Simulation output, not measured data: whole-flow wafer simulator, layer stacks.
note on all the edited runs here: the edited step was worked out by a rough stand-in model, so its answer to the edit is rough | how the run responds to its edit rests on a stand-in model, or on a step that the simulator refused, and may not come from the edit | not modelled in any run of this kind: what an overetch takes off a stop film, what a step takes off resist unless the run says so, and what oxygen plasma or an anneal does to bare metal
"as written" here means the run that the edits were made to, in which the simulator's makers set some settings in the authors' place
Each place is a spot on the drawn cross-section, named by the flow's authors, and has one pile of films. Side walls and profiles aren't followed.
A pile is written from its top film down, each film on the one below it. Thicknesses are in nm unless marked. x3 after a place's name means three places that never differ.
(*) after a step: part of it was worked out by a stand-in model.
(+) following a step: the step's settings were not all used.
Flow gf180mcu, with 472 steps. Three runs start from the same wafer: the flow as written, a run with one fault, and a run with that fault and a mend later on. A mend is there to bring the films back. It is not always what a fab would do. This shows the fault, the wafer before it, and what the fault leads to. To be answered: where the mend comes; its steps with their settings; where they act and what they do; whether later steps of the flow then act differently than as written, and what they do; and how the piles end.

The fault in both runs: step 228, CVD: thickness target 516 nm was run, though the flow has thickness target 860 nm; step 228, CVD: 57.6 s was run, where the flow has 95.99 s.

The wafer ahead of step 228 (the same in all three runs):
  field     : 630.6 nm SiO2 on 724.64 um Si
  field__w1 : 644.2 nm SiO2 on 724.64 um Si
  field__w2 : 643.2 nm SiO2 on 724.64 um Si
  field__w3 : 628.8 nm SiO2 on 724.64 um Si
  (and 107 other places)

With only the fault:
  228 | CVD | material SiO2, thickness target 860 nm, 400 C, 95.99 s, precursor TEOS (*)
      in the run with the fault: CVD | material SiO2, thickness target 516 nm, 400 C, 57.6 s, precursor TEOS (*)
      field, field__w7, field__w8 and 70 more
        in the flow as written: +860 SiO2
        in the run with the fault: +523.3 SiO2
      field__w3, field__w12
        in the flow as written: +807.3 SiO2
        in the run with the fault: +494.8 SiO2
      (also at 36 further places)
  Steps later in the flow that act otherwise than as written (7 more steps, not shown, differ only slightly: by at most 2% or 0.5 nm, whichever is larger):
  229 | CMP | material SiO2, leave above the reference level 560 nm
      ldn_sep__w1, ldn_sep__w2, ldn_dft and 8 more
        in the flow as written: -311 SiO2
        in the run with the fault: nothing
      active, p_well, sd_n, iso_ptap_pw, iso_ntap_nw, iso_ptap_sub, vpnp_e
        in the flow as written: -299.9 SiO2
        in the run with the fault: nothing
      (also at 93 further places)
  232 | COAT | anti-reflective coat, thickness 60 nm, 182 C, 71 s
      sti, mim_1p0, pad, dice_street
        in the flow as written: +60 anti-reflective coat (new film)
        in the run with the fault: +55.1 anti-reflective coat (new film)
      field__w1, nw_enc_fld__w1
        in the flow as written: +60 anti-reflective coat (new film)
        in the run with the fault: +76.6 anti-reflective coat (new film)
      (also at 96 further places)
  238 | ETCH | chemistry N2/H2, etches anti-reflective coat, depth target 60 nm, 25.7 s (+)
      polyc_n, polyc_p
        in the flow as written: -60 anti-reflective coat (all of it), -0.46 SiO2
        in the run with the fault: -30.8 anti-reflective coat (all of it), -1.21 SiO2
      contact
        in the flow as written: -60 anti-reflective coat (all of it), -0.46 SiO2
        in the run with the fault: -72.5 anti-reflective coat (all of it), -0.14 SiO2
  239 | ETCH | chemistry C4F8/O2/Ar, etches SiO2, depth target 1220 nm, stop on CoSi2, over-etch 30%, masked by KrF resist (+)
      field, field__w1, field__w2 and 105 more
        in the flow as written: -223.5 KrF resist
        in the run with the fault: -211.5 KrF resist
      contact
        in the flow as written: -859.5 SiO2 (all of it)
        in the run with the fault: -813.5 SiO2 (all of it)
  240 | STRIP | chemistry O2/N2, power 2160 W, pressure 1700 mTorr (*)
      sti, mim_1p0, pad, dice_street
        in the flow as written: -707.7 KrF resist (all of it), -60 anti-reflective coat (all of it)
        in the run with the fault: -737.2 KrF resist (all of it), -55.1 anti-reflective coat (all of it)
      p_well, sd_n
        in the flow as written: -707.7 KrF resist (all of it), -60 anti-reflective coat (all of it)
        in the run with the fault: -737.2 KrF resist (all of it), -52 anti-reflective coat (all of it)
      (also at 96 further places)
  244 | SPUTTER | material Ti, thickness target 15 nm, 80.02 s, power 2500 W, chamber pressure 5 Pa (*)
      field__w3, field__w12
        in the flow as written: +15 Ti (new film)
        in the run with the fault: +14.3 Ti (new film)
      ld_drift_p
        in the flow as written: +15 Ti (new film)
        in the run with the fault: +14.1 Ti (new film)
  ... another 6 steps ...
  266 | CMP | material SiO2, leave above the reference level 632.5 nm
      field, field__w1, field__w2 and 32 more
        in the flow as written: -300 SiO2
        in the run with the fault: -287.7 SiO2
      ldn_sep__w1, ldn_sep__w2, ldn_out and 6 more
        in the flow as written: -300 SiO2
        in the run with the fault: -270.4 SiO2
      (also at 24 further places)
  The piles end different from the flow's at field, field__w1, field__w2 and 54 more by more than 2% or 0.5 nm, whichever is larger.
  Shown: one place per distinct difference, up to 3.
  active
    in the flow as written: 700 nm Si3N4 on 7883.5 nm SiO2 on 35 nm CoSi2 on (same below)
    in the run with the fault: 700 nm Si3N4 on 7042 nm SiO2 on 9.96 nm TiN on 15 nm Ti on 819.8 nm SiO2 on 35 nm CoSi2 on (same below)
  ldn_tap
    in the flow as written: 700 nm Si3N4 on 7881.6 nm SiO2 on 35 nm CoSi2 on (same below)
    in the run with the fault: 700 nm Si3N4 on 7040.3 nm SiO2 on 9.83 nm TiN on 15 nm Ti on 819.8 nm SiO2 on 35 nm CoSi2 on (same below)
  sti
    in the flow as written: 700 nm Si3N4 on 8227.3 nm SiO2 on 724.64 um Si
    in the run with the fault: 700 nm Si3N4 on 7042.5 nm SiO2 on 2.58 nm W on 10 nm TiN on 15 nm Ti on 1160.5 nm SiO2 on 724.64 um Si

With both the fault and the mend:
  After step 228 comes the mend.
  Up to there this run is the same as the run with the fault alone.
  228a | CVD | material SiO2, thickness target 344 nm, 400 C, 38.4 s, precursor TEOS (*) (the flow's step 228 again, with other settings)
      field, field__w7, field__w8 and 72 more
        +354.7 SiO2
      field_sub__w1, field_sub__w4, field_sub__w5
        +345.4 SiO2
      nw_enc_fld_lv__w1, nw_enc_fld_lv__w3, nw_enc_fld_lv__w4
        +342.4 SiO2
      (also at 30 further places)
  Steps later in the flow that act otherwise than as written (3 more steps, not shown, differ only slightly: by at most 2% or 0.5 nm, whichever is larger):
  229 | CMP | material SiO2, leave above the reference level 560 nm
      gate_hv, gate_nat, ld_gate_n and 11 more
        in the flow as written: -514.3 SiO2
        in the run with the mend: -532.3 SiO2
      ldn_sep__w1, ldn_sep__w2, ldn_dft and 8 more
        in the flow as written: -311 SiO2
        in the run with the mend: -329 SiO2
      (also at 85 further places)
  At the end the piles are close to the flow's at the places that both follow, differing by at most 2% or 0.5 nm, whichever is larger.
